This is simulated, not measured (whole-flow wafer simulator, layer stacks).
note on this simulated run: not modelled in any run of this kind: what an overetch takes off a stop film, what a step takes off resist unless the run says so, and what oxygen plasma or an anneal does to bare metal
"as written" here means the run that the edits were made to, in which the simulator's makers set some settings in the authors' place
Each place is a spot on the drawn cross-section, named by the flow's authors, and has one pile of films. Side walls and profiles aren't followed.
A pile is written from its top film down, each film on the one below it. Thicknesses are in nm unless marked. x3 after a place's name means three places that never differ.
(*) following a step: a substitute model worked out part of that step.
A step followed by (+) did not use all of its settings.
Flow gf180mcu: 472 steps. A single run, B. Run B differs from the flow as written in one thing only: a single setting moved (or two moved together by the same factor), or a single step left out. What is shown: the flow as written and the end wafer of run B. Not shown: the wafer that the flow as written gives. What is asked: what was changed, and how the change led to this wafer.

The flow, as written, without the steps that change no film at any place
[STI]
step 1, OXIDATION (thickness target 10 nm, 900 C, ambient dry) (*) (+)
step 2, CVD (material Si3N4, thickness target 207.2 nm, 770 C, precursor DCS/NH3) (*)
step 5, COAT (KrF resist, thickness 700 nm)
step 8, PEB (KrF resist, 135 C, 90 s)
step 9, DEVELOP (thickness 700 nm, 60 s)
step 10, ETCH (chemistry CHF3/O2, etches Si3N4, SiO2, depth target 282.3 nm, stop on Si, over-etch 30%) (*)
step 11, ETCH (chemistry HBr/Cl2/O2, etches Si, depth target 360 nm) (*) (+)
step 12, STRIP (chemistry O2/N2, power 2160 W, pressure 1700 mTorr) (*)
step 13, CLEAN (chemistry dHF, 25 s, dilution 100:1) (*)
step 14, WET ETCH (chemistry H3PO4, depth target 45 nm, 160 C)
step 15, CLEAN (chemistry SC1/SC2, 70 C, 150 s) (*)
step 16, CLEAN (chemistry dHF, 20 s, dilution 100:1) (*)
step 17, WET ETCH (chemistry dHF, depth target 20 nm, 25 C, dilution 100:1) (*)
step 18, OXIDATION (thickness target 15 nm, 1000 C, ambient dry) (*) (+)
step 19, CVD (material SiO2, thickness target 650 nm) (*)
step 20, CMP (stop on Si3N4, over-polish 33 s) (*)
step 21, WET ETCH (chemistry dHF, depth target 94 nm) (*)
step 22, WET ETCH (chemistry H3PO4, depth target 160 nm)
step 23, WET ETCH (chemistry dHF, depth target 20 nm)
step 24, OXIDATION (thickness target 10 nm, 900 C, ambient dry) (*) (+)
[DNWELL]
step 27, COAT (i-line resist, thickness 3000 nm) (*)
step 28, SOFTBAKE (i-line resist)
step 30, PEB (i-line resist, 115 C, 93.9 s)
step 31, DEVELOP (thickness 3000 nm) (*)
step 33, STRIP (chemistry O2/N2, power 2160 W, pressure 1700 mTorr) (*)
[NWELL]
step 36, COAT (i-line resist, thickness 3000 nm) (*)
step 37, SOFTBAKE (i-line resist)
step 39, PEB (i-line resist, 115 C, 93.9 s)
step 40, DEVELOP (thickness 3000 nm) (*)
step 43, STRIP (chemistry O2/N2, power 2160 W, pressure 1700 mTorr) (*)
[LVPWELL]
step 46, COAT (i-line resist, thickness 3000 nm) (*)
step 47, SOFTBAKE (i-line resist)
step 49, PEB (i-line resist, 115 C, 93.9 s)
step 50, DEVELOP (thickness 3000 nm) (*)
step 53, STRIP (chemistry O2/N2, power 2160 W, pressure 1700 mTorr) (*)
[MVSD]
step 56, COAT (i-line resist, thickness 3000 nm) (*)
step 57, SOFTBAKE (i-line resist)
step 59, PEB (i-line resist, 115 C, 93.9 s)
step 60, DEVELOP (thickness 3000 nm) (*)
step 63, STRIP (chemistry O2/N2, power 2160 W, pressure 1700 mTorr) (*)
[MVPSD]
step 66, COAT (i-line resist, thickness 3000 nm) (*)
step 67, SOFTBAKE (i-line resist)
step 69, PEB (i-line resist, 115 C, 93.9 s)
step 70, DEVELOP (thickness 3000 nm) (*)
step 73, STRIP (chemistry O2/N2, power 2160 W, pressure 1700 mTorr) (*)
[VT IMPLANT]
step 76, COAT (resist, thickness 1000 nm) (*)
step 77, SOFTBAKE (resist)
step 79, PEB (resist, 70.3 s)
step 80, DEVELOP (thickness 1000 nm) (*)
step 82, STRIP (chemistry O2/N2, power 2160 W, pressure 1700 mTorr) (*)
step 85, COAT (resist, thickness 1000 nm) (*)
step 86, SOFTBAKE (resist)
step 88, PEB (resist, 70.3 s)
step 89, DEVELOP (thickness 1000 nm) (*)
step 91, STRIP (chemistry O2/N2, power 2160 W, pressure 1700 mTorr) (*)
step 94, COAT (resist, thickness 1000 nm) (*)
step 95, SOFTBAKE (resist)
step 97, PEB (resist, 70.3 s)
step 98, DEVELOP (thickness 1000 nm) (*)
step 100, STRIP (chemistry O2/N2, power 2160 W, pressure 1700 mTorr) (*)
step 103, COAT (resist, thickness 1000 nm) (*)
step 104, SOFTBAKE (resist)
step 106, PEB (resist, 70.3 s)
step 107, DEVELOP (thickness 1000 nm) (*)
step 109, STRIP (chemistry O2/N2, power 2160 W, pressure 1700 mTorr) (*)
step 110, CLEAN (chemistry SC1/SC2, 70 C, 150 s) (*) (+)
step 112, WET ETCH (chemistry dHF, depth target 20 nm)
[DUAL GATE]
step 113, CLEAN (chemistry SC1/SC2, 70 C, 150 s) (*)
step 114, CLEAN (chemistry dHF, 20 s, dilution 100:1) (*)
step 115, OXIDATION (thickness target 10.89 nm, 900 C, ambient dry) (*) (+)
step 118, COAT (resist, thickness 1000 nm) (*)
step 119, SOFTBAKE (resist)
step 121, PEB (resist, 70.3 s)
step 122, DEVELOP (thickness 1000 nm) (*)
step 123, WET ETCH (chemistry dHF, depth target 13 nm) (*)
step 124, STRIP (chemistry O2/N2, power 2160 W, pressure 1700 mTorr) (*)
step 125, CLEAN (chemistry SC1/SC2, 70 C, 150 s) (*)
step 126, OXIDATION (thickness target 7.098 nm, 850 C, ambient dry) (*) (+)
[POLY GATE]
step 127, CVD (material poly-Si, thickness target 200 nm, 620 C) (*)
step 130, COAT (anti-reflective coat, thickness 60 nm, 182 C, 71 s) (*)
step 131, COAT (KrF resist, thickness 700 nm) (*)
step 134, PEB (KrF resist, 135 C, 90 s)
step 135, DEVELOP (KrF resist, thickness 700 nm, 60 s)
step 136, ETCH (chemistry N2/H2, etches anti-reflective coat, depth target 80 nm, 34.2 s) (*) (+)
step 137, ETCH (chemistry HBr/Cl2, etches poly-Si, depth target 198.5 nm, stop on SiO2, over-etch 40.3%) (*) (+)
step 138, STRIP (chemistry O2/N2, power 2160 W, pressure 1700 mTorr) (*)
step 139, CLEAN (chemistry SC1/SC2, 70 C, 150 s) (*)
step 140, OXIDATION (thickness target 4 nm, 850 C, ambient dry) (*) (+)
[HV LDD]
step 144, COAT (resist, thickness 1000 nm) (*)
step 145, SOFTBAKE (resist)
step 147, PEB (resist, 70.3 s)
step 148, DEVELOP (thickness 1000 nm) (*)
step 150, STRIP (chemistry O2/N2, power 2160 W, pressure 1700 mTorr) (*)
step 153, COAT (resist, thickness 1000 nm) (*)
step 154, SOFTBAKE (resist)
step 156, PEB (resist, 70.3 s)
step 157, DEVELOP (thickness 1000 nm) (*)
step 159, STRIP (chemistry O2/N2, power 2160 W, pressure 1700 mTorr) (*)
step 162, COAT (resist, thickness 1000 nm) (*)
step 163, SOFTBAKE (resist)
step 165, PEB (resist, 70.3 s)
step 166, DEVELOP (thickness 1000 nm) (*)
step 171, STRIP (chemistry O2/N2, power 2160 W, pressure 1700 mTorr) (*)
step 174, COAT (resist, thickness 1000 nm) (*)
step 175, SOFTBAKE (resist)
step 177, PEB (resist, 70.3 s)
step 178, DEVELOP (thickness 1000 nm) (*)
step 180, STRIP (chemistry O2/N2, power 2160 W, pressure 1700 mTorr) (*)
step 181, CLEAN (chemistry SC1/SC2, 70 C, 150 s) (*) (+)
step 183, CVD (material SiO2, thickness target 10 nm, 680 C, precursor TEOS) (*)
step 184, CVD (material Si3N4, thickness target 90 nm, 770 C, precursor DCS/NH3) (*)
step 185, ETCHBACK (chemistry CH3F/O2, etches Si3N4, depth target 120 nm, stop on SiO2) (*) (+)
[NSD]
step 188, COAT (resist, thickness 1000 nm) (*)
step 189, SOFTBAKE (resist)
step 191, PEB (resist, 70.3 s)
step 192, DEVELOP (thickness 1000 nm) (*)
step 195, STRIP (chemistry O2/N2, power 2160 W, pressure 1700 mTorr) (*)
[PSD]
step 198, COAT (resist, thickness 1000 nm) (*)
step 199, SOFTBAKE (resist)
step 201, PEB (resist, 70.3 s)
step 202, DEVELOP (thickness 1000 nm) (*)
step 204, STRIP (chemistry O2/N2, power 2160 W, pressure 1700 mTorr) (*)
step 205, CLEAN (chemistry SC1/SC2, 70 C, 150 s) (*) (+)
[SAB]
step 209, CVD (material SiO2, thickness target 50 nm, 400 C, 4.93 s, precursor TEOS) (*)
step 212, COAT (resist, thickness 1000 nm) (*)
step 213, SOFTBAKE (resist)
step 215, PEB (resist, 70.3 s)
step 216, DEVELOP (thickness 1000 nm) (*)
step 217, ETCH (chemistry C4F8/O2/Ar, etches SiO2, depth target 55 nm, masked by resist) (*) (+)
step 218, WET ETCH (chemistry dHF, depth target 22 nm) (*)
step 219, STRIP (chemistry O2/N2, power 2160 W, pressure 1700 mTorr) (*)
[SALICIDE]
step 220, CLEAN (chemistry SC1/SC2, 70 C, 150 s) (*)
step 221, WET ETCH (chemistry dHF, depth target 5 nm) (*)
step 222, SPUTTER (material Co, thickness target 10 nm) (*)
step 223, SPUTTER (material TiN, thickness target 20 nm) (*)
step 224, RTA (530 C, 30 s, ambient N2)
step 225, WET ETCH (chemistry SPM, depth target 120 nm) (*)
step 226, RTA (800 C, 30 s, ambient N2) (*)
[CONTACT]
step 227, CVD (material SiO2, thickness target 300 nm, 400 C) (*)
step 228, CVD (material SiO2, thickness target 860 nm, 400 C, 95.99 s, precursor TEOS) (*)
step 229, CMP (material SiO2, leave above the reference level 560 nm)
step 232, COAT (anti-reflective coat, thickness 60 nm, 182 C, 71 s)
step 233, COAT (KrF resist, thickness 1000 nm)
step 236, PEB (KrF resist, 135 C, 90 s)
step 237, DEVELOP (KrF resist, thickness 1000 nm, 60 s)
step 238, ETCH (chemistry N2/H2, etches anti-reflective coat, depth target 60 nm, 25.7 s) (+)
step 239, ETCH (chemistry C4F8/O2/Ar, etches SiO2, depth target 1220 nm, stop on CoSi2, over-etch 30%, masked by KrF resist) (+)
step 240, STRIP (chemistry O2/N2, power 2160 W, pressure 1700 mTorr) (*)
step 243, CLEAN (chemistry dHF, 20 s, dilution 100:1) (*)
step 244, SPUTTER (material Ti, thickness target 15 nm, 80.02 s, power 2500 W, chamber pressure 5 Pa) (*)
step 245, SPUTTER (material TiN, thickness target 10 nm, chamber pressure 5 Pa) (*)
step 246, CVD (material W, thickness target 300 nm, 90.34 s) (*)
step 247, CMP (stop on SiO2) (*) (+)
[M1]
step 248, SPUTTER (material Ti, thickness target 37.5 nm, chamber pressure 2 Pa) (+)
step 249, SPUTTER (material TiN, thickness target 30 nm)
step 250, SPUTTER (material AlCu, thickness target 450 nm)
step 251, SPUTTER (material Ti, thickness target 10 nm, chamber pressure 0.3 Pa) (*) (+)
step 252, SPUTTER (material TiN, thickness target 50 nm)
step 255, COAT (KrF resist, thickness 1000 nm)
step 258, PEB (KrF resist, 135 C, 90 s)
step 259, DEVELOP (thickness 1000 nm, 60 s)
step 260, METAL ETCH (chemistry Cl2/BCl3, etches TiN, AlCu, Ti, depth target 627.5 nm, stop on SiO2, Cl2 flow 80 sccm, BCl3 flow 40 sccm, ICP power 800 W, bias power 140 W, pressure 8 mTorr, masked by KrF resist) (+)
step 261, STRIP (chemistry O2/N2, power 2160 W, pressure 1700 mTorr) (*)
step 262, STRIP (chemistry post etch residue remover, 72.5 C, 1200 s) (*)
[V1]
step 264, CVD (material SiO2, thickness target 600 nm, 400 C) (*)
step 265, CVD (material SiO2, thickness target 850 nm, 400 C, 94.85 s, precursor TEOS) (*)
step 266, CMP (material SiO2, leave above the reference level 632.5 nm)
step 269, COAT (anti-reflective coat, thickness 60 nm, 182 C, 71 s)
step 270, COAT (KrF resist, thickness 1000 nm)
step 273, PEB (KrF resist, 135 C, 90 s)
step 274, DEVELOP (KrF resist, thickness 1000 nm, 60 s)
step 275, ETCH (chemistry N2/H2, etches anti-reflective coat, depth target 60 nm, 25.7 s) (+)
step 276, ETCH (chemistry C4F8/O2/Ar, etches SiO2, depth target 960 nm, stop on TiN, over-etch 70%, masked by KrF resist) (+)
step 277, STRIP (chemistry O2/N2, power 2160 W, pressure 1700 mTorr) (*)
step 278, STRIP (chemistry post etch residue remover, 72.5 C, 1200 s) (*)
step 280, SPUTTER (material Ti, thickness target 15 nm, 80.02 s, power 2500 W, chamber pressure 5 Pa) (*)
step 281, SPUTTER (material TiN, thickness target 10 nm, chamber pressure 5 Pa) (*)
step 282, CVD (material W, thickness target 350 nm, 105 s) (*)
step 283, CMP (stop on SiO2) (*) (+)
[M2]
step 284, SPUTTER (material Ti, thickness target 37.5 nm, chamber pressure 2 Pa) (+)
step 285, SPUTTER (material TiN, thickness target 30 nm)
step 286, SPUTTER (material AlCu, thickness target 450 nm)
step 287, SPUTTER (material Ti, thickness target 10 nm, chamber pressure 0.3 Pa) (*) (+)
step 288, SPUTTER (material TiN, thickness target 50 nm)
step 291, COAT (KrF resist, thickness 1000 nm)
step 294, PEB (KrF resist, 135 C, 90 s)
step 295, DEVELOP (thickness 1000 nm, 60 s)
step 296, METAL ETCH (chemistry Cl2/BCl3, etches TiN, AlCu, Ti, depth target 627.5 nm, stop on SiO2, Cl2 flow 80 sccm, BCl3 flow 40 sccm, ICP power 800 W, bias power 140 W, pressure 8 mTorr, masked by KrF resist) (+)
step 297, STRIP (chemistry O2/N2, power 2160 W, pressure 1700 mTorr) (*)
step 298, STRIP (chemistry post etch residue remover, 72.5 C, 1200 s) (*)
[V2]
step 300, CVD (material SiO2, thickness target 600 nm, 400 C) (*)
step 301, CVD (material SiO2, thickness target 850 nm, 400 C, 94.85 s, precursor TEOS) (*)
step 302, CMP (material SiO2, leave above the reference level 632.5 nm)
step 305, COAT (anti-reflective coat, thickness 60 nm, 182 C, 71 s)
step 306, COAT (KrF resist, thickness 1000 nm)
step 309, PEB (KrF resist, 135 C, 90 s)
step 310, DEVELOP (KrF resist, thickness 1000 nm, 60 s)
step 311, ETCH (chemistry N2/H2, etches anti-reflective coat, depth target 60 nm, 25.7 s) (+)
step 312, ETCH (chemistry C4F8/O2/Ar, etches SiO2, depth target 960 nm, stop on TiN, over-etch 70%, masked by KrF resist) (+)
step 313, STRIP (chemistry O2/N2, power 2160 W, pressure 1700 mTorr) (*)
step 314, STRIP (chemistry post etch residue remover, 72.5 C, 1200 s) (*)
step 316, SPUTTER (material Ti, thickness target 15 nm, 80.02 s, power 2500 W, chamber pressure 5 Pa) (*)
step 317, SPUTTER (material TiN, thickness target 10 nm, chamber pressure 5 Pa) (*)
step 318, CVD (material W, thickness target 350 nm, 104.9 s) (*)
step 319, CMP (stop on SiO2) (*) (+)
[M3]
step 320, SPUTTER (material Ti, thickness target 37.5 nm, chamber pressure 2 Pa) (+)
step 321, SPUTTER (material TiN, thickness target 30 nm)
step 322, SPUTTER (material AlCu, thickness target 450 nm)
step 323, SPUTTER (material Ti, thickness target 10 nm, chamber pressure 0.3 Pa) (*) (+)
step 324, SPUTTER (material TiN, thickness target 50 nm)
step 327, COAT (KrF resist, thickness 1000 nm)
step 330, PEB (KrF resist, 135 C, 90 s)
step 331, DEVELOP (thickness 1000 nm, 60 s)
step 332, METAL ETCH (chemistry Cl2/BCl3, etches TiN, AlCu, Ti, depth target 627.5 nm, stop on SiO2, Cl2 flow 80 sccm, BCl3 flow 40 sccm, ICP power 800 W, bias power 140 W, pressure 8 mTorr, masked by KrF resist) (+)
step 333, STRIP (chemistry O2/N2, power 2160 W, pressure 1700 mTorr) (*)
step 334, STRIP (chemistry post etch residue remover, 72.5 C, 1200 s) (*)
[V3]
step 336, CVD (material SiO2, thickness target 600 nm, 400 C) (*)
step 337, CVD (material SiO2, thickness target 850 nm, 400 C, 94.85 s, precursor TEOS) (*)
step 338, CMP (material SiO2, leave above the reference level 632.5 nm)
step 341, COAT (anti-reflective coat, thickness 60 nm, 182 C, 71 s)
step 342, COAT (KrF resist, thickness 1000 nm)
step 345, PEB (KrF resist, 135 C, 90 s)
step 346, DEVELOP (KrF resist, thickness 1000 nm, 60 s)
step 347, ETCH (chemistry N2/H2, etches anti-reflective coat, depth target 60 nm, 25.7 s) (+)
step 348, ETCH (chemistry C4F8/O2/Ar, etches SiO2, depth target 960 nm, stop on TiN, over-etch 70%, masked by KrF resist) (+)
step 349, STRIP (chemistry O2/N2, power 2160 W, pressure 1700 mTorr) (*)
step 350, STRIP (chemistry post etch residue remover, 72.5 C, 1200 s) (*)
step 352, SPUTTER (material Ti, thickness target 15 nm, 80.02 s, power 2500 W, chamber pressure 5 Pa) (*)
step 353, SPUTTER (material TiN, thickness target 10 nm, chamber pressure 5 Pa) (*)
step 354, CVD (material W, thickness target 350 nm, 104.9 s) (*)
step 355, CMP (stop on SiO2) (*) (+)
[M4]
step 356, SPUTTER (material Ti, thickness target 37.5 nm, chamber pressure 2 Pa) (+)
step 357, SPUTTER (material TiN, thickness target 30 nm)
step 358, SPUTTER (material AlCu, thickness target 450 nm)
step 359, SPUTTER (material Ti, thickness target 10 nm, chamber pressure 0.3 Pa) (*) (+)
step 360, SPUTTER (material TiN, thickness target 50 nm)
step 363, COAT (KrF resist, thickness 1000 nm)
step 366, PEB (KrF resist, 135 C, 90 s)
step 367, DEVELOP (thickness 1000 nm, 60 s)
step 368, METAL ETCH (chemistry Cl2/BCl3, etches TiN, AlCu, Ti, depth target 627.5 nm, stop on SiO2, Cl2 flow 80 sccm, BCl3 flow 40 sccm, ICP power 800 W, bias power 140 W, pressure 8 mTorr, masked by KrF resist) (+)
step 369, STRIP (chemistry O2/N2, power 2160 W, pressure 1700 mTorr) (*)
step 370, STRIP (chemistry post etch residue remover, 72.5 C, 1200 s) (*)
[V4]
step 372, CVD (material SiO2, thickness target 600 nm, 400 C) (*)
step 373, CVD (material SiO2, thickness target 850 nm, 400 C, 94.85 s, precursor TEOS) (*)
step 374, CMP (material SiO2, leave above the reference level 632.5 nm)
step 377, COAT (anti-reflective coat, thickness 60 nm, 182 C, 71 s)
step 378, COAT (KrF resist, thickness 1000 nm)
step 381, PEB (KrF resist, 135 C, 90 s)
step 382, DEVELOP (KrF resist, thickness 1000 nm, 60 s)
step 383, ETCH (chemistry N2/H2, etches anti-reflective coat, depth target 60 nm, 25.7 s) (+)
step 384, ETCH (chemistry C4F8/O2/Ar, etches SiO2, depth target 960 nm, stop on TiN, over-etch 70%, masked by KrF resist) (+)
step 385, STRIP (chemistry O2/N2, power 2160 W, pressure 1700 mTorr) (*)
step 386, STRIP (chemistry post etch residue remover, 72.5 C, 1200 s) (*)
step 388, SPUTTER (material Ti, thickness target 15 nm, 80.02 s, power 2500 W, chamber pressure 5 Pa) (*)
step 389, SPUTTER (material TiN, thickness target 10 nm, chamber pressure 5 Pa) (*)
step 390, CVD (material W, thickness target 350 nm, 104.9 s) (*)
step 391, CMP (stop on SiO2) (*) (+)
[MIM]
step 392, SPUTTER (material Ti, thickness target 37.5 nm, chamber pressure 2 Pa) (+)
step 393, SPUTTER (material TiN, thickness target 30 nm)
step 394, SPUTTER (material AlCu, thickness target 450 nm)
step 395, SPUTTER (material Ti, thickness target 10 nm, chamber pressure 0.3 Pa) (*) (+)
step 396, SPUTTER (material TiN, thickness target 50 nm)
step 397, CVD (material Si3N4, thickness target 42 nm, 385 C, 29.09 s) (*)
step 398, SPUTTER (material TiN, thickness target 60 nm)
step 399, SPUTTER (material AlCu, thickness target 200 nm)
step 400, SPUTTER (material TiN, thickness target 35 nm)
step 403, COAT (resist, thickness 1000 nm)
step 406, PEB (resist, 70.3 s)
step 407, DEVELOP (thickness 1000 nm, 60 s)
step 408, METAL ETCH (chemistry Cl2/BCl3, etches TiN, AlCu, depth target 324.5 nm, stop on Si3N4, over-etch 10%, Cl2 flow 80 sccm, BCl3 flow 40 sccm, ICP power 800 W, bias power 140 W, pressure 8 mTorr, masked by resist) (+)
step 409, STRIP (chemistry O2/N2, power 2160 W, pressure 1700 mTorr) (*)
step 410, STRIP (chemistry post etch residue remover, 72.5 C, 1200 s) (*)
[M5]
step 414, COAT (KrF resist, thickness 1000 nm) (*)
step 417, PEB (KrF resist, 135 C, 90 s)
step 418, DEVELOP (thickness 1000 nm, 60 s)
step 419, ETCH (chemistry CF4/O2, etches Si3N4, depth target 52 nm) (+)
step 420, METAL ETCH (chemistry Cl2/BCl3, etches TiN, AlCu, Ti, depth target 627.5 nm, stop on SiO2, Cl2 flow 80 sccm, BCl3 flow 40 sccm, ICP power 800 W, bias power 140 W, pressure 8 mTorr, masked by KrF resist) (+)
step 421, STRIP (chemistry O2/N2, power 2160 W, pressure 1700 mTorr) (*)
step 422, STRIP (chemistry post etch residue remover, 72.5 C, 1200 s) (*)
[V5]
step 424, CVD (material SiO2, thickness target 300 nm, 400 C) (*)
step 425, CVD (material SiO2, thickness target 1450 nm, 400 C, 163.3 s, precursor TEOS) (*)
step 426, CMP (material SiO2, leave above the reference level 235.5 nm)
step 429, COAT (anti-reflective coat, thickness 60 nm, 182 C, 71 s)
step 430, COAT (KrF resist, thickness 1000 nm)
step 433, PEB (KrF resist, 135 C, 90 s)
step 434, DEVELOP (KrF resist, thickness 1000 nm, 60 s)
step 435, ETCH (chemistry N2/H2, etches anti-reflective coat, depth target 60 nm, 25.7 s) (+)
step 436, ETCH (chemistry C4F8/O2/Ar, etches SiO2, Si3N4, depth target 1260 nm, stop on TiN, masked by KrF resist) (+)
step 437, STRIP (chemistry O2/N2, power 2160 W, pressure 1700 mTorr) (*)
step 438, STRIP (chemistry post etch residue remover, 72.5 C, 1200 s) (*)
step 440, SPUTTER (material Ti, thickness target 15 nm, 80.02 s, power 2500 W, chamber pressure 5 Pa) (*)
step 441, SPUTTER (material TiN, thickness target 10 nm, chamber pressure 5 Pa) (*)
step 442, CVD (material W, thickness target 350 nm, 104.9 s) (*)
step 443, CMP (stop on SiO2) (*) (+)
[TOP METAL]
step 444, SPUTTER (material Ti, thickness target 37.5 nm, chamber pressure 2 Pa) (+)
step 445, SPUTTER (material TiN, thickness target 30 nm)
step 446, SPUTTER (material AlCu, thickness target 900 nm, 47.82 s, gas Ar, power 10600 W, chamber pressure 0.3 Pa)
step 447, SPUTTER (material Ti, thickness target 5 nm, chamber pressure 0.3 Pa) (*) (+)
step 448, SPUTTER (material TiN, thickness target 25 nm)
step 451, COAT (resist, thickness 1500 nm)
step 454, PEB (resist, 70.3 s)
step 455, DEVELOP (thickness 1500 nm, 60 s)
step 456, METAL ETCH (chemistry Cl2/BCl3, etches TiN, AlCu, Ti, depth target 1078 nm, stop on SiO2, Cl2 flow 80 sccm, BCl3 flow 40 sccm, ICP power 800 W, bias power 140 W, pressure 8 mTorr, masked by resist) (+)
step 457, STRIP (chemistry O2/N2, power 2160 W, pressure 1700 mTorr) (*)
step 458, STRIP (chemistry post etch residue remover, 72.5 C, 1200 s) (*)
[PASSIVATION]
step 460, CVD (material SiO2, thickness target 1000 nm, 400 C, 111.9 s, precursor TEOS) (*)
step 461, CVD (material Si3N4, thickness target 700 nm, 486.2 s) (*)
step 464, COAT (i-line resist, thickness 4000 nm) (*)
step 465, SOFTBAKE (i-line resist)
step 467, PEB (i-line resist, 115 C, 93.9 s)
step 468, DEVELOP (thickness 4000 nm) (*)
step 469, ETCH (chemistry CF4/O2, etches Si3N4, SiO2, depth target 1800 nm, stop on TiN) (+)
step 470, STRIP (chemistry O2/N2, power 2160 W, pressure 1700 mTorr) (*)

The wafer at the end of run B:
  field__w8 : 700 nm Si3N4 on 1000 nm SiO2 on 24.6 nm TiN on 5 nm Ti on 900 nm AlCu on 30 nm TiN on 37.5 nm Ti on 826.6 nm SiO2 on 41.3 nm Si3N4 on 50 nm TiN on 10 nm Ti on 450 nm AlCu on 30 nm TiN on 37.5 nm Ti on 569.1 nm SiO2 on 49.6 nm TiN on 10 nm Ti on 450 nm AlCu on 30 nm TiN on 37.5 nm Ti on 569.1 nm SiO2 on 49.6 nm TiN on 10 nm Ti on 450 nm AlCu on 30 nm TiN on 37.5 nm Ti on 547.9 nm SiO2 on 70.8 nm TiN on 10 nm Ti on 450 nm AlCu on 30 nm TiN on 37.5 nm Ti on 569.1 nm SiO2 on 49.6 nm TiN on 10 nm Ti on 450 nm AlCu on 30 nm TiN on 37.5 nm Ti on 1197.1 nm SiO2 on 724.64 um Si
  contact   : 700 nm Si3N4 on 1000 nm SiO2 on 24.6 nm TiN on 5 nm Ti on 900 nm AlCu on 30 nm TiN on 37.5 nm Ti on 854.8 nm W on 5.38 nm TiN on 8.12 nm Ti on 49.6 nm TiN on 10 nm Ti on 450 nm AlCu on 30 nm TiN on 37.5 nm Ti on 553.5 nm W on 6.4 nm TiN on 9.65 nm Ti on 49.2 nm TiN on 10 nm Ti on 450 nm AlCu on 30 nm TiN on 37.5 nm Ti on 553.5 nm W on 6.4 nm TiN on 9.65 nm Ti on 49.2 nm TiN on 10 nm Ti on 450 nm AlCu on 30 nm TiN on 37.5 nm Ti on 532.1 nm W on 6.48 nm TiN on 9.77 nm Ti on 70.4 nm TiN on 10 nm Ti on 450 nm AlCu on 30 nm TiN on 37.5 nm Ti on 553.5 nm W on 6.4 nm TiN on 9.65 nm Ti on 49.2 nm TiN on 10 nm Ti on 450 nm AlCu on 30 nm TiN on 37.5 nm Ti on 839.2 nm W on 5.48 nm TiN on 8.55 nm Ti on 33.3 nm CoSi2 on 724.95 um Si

The reason: step 288, SPUTTER: thickness target 71.2 nm was run, whereas the flow has thickness target 50 nm.

The path from the change to this, step by step:
  step 288, SPUTTER (material TiN, thickness target 50 nm)
      field, field__w1, field__w2 and 108 more: TiN gains 71.2 (new film) (in the flow as written it would be: TiN gains 50 (new film))
  step 296, METAL ETCH (chemistry Cl2/BCl3, etches TiN, AlCu, Ti, depth target 627.5 nm, stop on SiO2, Cl2 flow 80 sccm, BCl3 flow 40 sccm, ICP power 800 W, bias power 140 W, pressure 8 mTorr, masked by KrF resist) (+)
      field, field__w1, field__w2 and 103 more: TiN loses 71.2 (all of it), Ti loses 10 (all of it), AlCu loses 450 (all of it), TiN loses 30 (all of it), Ti loses 37.5 (all of it) (in the flow as written it would be: TiN loses 50 (all of it), Ti loses 10 (all of it), AlCu loses 450 (all of it), TiN loses 30 (all of it), Ti loses 37.5 (all of it))
  step 302, CMP (material SiO2, leave above the reference level 632.5 nm)
      field__w8, contact, m1, m1__w1, m1_nw: SiO2 loses 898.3 (in the flow as written it would be: SiO2 loses 877.1)
  step 312, ETCH (chemistry C4F8/O2/Ar, etches SiO2, depth target 960 nm, stop on TiN, over-etch 70%, masked by KrF resist) (+)
      field, field__w1, field__w2 and 107 more: KrF resist loses 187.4 (in the flow as written it would be: KrF resist loses 192)
      contact: SiO2 loses 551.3 (all of it) (in the flow as written it would be: SiO2 loses 572.5 (all of it))
  step 318, CVD (material W, thickness target 350 nm, 104.9 s) (*)
      contact: W gains 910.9 (new film) (in the flow as written it would be: W gains 932.3 (new film))
